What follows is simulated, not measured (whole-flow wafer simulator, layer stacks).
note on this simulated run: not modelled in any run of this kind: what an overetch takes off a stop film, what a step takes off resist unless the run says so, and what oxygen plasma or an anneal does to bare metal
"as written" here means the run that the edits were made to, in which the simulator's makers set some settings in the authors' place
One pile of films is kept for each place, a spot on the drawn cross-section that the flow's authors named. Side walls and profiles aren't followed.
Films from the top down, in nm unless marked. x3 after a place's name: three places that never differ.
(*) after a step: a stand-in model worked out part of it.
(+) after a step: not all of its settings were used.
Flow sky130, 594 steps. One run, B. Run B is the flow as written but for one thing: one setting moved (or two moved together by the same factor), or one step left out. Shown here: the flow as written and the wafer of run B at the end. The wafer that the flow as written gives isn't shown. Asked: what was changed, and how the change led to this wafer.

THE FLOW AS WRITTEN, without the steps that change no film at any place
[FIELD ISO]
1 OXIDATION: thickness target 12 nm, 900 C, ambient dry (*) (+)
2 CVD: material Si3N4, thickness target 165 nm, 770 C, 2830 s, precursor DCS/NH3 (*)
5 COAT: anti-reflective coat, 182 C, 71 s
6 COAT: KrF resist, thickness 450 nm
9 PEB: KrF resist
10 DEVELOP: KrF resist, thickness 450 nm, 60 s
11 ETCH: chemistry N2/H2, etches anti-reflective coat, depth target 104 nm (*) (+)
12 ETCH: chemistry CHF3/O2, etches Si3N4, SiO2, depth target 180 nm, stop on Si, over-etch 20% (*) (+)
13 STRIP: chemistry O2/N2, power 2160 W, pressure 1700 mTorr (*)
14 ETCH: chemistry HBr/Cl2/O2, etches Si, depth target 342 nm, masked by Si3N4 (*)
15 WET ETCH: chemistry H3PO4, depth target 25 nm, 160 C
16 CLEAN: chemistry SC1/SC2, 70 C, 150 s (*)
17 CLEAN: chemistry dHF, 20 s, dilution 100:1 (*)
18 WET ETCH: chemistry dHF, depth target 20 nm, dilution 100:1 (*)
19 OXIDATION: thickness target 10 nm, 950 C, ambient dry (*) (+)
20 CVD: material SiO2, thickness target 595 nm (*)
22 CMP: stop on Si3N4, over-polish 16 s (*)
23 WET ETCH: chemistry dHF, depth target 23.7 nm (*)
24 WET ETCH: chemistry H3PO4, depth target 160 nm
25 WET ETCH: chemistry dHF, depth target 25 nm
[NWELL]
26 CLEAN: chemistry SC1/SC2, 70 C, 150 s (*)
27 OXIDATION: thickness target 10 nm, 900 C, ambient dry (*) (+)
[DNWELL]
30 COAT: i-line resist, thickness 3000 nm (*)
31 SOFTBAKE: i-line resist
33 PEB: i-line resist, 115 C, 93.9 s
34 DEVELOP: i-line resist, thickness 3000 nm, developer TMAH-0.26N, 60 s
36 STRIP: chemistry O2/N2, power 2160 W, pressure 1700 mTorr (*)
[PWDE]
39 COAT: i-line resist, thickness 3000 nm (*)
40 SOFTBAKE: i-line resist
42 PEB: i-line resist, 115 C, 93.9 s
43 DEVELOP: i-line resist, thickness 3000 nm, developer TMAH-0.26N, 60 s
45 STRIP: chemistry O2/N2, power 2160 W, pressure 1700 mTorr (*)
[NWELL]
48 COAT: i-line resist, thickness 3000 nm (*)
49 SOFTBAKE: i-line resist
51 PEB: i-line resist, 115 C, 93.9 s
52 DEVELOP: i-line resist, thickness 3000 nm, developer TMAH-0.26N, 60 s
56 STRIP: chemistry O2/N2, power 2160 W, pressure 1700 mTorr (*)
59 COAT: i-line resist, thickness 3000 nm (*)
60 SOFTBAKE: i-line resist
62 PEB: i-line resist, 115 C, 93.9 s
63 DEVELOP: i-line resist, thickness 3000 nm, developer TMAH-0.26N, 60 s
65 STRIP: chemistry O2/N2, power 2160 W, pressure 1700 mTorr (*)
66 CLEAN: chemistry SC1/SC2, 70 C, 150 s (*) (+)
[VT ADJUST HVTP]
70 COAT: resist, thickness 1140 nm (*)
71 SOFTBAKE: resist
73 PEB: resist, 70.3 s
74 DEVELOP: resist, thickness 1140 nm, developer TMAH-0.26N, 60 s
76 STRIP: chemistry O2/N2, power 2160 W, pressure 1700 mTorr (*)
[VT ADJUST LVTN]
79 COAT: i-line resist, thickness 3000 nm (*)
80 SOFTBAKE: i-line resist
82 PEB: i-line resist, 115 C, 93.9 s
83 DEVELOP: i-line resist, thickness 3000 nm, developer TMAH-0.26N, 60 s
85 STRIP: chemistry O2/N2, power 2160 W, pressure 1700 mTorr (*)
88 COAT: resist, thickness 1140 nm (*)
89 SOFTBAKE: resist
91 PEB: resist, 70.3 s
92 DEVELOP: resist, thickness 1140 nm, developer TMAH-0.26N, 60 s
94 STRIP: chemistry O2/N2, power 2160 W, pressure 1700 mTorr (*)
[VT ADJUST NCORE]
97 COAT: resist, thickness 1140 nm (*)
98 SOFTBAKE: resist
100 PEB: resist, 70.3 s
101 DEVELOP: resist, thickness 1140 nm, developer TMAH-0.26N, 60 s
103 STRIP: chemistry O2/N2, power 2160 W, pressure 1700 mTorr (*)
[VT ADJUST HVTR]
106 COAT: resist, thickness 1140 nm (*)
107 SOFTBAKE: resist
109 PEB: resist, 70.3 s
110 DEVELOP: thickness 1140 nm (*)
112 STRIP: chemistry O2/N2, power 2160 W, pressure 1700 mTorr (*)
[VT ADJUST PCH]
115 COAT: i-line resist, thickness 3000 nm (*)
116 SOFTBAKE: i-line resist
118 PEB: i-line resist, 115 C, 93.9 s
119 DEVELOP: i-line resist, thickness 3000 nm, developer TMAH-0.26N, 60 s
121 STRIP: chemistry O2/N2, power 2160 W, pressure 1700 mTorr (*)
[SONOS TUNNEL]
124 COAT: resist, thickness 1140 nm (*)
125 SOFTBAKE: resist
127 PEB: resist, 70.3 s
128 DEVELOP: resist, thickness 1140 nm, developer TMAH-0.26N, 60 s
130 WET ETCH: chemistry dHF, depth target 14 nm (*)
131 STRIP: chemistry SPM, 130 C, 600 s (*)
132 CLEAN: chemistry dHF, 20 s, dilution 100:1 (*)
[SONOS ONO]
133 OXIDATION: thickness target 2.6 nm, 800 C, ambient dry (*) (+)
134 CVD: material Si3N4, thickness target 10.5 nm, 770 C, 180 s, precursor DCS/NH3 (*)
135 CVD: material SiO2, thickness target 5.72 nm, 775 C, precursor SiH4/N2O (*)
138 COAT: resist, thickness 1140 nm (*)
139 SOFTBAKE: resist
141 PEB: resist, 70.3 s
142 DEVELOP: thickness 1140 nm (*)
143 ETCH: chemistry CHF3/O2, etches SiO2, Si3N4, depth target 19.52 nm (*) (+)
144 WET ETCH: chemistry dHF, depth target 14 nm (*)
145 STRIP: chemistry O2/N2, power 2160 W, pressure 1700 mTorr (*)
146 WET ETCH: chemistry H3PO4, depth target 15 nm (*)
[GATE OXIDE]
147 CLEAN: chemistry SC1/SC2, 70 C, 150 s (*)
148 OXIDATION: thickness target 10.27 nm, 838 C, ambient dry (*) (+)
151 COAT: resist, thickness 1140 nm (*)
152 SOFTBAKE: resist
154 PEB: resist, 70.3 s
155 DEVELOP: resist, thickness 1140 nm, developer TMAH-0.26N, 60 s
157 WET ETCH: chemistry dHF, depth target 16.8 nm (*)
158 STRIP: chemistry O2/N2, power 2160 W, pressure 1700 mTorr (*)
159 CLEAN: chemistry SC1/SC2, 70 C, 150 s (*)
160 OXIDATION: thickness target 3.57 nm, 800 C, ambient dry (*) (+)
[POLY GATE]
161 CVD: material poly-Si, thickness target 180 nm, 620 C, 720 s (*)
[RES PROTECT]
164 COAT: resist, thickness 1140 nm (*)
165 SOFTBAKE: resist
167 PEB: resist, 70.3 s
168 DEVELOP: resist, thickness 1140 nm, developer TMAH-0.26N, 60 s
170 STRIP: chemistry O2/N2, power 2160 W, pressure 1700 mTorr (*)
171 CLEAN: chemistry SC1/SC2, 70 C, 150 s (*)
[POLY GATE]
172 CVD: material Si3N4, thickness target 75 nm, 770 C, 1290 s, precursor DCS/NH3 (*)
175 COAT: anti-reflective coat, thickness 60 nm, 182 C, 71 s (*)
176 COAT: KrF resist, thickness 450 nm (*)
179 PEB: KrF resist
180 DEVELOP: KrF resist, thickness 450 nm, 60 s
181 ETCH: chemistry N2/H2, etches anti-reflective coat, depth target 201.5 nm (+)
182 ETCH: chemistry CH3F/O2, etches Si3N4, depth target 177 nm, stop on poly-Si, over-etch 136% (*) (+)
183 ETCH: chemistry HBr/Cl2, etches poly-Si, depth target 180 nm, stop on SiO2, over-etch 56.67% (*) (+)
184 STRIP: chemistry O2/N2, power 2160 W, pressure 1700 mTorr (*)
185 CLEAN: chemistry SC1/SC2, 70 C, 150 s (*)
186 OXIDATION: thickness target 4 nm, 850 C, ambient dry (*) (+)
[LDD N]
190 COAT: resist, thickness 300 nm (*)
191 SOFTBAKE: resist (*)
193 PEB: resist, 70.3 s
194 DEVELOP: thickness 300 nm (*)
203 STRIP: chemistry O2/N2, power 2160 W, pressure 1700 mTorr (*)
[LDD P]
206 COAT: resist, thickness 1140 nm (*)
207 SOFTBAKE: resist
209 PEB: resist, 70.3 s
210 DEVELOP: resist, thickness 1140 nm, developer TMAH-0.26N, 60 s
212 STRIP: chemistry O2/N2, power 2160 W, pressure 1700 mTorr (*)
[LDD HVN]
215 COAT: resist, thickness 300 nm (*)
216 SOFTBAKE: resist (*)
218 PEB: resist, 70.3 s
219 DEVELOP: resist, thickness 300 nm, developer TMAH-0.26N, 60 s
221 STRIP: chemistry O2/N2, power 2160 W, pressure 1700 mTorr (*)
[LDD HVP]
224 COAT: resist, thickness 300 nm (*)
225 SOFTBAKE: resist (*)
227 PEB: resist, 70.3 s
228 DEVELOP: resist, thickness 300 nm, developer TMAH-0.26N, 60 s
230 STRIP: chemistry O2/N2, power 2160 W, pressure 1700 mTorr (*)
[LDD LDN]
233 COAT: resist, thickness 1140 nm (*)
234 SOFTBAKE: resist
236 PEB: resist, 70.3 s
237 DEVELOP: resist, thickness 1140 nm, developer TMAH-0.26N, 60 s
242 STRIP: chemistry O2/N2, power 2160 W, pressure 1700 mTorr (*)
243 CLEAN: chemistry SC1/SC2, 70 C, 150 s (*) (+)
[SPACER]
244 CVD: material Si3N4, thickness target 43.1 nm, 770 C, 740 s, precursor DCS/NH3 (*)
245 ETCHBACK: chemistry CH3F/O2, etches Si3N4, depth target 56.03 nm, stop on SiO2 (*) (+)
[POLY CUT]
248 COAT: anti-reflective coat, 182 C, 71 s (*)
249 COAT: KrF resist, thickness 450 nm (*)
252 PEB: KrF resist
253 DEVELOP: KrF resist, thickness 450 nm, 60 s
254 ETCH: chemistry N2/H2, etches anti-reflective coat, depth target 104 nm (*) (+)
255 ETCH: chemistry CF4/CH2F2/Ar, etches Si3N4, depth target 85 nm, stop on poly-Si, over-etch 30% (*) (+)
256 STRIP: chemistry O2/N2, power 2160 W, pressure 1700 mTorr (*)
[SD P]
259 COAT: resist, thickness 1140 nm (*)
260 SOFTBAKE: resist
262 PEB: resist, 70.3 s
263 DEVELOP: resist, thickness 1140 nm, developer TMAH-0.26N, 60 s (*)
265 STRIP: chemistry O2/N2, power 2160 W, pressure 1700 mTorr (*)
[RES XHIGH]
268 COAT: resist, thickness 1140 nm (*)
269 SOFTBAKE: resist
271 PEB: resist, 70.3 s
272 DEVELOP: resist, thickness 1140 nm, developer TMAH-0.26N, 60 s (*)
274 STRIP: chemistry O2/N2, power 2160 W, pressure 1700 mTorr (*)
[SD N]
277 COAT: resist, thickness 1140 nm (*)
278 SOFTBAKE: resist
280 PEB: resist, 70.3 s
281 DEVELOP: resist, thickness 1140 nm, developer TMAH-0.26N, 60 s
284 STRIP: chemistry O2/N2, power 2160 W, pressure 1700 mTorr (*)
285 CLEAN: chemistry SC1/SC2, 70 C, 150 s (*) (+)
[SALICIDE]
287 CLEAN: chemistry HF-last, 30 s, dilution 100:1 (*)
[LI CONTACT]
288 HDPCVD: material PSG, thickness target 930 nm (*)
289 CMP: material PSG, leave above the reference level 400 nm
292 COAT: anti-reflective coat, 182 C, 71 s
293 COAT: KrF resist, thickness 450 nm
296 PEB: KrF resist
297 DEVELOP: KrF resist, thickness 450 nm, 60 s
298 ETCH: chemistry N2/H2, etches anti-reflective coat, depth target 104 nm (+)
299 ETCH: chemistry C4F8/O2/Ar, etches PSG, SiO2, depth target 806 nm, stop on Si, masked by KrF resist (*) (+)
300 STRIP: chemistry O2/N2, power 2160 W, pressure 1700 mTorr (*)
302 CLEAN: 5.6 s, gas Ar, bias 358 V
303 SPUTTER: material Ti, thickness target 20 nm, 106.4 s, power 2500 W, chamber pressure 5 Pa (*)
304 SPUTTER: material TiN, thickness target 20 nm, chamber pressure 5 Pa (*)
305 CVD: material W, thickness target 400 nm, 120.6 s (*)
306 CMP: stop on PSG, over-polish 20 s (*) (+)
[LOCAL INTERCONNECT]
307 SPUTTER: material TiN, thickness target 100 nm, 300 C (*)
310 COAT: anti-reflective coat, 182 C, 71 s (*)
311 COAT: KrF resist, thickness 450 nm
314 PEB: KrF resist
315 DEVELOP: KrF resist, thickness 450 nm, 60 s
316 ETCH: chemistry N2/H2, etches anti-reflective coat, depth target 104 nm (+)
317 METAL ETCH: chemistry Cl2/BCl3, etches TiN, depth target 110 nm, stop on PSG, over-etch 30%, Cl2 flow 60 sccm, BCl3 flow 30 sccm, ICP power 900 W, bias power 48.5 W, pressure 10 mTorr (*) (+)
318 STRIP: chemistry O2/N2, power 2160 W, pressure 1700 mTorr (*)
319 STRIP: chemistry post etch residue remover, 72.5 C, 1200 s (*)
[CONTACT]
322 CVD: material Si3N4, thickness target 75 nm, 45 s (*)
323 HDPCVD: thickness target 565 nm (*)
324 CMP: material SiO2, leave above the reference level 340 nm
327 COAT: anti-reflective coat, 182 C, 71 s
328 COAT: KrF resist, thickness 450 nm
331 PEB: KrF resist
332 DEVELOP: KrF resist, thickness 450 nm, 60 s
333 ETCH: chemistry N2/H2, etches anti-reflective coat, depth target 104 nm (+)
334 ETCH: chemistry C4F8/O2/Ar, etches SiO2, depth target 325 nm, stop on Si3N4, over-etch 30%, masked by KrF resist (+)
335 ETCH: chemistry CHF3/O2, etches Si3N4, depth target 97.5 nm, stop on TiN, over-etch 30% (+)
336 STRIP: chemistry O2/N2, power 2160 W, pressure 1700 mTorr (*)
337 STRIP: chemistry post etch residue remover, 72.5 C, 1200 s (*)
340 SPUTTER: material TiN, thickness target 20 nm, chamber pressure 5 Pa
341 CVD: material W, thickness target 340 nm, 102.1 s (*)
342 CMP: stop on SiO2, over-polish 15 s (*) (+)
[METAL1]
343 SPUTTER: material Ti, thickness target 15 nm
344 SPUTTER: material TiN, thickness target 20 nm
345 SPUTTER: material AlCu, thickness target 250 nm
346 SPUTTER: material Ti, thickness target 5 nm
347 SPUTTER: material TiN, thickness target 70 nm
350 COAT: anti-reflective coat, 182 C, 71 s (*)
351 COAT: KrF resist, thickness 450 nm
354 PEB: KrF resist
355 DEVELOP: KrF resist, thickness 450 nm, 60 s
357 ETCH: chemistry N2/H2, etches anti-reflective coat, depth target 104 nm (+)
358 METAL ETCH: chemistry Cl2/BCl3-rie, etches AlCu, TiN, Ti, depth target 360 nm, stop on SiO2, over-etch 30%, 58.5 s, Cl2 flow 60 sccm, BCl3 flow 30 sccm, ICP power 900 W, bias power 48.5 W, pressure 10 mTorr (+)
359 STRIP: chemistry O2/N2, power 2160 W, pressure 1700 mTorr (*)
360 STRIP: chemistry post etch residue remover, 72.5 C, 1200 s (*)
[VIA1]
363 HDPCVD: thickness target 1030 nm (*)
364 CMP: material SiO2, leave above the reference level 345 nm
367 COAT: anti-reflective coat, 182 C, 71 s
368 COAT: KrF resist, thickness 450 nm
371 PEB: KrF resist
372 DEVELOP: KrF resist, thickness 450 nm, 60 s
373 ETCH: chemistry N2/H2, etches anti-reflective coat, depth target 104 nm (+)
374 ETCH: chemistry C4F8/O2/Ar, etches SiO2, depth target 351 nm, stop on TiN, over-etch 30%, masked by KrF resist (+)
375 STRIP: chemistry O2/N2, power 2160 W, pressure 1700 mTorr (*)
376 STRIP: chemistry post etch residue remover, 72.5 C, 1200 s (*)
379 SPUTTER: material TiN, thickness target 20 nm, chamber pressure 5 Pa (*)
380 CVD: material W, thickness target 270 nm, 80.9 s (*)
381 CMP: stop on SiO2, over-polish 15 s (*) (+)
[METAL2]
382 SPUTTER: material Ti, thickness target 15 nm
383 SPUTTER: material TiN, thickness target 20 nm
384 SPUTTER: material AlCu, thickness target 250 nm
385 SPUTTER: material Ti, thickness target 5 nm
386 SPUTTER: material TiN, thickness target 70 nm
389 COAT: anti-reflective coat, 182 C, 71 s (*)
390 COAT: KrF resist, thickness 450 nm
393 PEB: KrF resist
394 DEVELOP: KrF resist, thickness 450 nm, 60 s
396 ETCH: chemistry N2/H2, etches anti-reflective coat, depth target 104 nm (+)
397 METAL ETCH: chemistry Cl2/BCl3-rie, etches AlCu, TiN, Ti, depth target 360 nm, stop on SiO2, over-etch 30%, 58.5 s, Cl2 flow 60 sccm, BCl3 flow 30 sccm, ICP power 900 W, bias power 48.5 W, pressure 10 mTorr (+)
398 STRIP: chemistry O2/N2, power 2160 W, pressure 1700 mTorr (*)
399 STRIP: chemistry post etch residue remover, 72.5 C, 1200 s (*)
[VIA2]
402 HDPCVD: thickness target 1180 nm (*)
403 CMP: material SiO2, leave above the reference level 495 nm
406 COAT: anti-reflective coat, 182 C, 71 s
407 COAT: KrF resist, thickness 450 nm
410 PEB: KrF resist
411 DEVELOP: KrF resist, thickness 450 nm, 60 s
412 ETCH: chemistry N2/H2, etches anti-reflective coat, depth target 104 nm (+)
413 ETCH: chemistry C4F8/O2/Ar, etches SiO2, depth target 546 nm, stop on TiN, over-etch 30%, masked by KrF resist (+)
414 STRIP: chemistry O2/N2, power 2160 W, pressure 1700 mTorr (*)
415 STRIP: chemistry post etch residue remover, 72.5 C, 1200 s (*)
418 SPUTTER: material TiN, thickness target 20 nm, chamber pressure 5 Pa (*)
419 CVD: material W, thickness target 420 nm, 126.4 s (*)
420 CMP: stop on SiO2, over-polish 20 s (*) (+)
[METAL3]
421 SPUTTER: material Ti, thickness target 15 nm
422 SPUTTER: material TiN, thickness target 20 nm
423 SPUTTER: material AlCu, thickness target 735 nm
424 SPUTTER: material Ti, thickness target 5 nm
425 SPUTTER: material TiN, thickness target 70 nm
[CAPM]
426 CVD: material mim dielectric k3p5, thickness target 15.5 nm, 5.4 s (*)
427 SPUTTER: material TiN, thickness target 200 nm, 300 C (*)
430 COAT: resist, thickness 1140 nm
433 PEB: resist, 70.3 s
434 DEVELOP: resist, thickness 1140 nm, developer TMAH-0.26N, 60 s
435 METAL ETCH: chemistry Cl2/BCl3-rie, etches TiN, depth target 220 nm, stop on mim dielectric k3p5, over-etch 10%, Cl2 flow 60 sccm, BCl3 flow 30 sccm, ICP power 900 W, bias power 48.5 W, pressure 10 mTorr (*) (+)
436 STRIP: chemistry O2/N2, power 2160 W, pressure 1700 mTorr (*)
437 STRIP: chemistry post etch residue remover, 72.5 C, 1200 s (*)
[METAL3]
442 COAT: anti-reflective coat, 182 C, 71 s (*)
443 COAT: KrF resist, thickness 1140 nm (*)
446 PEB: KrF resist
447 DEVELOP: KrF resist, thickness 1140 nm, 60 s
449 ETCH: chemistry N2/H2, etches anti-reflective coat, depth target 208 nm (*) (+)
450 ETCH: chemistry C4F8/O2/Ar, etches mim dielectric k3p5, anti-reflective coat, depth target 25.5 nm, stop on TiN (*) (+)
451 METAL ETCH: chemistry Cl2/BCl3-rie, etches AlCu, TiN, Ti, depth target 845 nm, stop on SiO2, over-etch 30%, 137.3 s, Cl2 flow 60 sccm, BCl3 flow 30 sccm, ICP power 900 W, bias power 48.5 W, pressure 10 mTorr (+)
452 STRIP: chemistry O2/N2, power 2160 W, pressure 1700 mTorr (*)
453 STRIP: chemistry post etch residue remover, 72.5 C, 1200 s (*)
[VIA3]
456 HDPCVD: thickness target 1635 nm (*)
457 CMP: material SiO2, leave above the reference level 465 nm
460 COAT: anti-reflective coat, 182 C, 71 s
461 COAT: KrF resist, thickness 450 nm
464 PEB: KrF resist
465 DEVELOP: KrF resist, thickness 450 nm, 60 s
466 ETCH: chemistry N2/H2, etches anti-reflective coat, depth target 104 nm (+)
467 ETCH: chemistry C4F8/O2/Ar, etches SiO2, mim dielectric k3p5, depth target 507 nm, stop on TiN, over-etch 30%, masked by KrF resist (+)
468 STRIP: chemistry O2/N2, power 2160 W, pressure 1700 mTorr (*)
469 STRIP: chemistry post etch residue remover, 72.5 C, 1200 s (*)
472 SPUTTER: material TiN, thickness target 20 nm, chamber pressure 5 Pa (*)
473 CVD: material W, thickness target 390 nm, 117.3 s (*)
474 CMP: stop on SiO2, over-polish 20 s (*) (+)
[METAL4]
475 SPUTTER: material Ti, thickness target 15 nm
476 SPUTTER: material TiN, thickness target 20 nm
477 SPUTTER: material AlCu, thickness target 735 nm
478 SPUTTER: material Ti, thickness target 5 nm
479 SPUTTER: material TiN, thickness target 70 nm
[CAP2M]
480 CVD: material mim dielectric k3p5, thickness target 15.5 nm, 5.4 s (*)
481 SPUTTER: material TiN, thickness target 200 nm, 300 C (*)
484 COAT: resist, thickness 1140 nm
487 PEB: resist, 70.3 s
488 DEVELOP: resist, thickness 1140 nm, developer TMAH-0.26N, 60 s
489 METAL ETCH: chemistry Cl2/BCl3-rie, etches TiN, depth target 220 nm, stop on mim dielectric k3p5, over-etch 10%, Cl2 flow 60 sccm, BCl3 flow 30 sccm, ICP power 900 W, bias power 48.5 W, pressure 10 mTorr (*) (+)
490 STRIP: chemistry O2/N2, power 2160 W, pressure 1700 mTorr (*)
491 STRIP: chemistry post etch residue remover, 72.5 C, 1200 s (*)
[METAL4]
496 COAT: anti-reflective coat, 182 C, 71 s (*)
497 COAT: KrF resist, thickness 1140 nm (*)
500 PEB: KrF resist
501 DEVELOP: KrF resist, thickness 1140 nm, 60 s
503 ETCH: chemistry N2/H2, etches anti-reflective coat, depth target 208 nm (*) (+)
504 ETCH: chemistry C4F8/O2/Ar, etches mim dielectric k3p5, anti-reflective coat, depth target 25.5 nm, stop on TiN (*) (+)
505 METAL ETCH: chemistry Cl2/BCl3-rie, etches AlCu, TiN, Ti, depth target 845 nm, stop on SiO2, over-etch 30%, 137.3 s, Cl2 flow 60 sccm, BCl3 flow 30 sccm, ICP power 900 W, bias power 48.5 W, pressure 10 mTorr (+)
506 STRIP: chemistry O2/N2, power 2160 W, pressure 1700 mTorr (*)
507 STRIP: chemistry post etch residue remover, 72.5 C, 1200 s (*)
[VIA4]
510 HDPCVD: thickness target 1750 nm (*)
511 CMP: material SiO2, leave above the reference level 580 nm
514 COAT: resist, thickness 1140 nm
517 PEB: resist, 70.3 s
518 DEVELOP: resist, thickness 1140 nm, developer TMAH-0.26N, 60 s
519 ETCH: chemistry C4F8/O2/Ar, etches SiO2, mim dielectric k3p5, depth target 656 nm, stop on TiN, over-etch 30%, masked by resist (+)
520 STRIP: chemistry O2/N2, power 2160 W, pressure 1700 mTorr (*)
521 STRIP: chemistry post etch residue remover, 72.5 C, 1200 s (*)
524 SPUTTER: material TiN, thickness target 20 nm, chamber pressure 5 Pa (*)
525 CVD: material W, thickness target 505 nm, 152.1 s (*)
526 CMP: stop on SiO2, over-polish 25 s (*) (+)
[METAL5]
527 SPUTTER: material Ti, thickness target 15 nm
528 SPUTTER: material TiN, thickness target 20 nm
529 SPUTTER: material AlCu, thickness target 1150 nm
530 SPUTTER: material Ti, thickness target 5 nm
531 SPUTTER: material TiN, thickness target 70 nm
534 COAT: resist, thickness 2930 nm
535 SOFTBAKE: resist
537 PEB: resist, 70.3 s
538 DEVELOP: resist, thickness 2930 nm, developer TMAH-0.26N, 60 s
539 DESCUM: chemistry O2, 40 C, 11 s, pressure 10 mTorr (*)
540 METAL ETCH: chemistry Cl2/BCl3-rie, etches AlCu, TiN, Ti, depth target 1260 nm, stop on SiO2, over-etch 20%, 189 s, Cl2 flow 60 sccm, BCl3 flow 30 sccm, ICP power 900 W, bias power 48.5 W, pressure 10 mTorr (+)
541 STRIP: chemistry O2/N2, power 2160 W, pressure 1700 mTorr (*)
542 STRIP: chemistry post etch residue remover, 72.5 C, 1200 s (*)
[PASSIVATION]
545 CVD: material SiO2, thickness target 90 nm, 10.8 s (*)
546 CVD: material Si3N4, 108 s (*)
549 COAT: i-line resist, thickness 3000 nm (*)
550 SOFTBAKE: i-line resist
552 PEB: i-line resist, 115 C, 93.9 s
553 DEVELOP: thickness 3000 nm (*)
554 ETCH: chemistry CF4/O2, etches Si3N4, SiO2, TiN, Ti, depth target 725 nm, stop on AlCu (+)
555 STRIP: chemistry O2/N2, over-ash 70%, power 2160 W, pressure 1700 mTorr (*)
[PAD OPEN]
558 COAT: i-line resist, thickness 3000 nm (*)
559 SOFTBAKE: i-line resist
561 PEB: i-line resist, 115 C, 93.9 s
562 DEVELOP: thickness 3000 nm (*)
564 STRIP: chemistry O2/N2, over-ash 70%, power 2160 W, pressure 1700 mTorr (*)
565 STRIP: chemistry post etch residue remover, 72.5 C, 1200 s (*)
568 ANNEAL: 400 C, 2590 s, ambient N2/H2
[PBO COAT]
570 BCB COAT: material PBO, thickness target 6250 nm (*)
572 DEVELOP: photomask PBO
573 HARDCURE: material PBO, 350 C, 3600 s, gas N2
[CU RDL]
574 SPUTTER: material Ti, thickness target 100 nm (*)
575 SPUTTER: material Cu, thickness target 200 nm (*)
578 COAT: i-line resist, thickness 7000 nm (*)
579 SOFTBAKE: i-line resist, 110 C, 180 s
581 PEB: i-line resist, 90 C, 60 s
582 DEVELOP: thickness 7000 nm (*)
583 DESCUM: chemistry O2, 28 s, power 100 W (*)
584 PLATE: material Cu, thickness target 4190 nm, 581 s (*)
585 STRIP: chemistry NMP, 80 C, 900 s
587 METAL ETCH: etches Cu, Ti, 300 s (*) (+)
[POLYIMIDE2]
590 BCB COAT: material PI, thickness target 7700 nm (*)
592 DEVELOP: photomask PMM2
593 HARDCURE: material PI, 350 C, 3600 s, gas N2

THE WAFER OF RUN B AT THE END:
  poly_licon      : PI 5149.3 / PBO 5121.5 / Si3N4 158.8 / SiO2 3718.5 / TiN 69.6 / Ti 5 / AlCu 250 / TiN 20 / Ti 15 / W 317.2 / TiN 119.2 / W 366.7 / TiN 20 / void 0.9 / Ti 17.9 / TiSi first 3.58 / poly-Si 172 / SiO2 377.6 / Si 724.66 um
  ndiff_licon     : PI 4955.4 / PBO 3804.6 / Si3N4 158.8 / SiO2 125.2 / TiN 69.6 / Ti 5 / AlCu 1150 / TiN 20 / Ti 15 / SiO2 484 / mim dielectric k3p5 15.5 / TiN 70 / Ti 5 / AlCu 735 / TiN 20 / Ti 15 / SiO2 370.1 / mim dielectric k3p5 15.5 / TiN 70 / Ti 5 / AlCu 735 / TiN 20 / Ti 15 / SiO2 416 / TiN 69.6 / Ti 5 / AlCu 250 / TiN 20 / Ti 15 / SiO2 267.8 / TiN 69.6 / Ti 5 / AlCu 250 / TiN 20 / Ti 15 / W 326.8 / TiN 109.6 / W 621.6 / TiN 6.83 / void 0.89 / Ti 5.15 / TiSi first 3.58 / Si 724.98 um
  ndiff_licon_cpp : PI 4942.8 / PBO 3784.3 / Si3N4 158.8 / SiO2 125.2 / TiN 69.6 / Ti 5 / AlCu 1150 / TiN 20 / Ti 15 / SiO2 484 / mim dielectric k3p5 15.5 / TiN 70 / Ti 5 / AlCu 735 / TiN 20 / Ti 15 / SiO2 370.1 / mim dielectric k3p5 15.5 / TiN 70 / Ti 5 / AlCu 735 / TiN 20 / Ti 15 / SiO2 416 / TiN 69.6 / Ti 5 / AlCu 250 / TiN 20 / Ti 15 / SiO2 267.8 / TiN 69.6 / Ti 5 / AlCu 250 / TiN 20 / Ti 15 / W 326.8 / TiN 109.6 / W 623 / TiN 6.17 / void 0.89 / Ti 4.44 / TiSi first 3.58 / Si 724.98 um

The cause: step 568, ANNEAL: 340 C was run, where the flow has 400 C.

How the change led to this, step by step:
  568 ANNEAL: 400 C, 2590 s, ambient N2/H2
      poly_licon, rpo_hd_licon: under 11 films: void +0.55 (new film), Ti -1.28, TiSi first +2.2 (new film), poly-Si -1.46 (as written it would be: under 11 films: void +1.65 (new film), Ti -3.85, TiSi first +6.58 (new film), poly-Si -4.38)
      ndiff_licon, ndiff_licon_cpp: under 37 films: void +0.54 (new film), Ti -1.28, TiSi first +2.2 (new film), Si -1.46 (as written it would be: under 37 films: void +1.63 (new film), Ti -3.85, TiSi first +6.58 (new film), Si -4.36)
